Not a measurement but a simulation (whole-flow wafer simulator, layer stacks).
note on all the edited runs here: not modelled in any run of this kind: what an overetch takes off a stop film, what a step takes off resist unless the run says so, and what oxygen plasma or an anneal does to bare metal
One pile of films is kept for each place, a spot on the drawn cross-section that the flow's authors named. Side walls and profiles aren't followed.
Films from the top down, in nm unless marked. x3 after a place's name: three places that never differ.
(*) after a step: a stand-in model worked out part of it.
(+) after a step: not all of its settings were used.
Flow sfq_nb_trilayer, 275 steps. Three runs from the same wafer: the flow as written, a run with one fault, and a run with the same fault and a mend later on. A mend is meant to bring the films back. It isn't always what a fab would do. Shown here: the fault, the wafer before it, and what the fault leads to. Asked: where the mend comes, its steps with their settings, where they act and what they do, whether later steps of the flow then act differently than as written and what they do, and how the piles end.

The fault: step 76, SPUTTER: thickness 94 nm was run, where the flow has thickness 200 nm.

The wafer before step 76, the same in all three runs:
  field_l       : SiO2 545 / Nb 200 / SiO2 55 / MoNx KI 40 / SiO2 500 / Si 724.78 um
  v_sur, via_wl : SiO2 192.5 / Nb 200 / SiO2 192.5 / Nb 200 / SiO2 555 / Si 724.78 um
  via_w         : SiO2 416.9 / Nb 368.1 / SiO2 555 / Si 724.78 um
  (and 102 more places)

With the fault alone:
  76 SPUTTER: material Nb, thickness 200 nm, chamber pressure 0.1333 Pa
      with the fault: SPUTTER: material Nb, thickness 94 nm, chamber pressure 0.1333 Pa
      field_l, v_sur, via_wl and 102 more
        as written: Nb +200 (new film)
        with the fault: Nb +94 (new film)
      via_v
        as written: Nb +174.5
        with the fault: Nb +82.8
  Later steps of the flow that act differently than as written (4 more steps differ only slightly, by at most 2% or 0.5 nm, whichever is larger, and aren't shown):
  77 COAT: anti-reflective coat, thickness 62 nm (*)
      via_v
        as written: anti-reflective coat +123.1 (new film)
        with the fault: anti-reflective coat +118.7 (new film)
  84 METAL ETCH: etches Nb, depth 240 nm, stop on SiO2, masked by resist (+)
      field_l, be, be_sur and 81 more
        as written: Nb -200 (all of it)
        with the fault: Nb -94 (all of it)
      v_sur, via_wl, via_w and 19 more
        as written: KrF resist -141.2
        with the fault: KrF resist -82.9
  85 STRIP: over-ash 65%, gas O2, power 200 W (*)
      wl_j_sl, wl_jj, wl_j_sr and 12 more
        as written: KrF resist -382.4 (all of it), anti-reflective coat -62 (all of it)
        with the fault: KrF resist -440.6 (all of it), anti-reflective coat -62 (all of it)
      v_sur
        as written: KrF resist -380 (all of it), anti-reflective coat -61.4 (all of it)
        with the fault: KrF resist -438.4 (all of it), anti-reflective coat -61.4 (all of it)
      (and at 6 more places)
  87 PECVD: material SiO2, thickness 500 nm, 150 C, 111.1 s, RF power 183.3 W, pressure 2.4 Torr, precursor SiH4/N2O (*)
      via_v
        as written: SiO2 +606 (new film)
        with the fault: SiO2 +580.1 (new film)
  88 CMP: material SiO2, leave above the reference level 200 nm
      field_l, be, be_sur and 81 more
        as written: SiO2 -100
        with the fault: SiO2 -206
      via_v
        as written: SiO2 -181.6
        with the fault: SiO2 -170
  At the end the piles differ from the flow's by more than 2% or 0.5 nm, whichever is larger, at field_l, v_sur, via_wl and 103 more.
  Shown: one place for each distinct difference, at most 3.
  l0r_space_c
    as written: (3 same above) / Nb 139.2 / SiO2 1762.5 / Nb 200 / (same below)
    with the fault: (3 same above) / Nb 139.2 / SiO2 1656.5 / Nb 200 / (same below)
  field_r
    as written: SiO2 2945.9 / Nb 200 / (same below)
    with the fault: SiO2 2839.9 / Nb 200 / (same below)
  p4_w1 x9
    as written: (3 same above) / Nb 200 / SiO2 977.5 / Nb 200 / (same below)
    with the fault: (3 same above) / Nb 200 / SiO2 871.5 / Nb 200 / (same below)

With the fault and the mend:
  The mend comes after step 76.
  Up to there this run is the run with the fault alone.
  76a SPUTTER: material Nb, thickness 106 nm, chamber pressure 0.1333 Pa (the flow's step 76 once more, with other settings)
      field_l, v_sur, via_wl and 102 more
        Nb +106
      via_v
        Nb +87.4
  No later step of the flow acts differently than as written, at any place that is followed, by more than 2% or 0.5 nm, whichever is larger.
  At the end the piles differ from the flow's only slightly at the places that both follow, by at most 2% or 0.5 nm, whichever is larger.
